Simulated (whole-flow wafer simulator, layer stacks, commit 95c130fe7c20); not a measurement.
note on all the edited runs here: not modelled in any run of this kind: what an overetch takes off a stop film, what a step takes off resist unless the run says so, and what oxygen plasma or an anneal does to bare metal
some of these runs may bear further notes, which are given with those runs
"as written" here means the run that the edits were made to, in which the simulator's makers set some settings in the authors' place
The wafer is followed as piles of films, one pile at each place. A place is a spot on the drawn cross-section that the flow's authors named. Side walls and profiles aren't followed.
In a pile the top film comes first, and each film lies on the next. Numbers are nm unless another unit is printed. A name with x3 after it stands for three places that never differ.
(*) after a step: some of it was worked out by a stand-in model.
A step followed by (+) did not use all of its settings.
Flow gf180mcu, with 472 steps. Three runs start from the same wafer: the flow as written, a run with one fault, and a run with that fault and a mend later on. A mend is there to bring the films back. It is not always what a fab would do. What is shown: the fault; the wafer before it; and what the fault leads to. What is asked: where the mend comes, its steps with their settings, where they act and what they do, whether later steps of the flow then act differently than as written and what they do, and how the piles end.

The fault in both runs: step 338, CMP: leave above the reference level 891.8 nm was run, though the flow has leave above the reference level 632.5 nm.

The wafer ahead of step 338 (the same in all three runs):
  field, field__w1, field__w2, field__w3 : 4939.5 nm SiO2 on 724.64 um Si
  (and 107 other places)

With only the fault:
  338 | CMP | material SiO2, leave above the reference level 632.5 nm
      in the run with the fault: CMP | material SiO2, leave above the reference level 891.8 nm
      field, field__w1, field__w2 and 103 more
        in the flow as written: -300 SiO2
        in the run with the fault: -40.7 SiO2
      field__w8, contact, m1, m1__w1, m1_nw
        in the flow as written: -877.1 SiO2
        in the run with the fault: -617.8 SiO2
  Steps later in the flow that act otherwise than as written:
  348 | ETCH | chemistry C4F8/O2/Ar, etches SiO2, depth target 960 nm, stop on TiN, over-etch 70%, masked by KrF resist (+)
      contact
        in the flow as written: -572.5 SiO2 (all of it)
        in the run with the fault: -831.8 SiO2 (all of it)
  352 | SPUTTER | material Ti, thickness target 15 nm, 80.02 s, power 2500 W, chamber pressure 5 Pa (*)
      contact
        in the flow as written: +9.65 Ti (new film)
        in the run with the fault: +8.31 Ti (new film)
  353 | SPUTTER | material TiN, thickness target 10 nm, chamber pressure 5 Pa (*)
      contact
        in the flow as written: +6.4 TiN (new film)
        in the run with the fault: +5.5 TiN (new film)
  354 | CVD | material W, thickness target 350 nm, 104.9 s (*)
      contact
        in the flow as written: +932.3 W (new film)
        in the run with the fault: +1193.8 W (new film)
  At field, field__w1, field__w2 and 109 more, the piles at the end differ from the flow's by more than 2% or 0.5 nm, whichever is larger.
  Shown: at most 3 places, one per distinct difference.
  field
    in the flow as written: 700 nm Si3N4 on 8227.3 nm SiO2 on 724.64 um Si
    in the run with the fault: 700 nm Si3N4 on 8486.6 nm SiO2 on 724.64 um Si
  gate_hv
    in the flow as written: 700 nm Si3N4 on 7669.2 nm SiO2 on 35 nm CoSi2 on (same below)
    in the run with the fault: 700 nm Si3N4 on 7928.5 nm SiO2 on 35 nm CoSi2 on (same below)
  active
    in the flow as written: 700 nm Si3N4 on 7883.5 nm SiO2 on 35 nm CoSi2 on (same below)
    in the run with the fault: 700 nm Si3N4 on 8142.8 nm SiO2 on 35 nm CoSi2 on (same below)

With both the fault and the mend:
  The mend stands after step 346.
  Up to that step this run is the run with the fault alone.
  346a | STRIP | chemistry O2/N2, power 2160 W, pressure 1700 mTorr (*)
      field, field__w1, field__w2 and 107 more
        -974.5 KrF resist (all of it), -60 anti-reflective coat (all of it)
      contact
        -60 anti-reflective coat (all of it)
  346b | CMP | material SiO2, leave above the reference level 632.5 nm (the flow's step 338 again)
      field, field__w1, field__w2 and 108 more
        -259.3 SiO2
  346c | HMDS | 120 C, 60 s (the flow's step 340 again)
      does not change any film at any place that is followed
  346d | COAT | anti-reflective coat, thickness 60 nm, 182 C, 71 s (the flow's step 341 again)
      field, field__w1, field__w2 and 108 more
        +60 anti-reflective coat (new film)
  346e | COAT | KrF resist, thickness 1000 nm (the flow's step 342 again)
      field, field__w1, field__w2 and 108 more
        +1000 KrF resist (new film)
  346f | SOFTBAKE | KrF resist (the flow's step 343 again)
      does not change any film at any place that is followed
  346g | EXPOSE | photomask Via3 (the flow's step 344 again)
      does not change any film at any place that is followed
  346h | PEB | KrF resist, 135 C, 90 s (the flow's step 345 again)
      field, field__w1, field__w2 and 108 more
        -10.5 KrF resist
  346i | DEVELOP | KrF resist, thickness 1000 nm, 60 s (the flow's step 346 again)
      field, field__w1, field__w2 and 107 more
        -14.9 KrF resist
      contact
        -989.5 KrF resist (all of it)
  Later steps of the flow that are run all act as written at every place that is followed.
  By the end, the piles equal the flow's at every place that both follow.
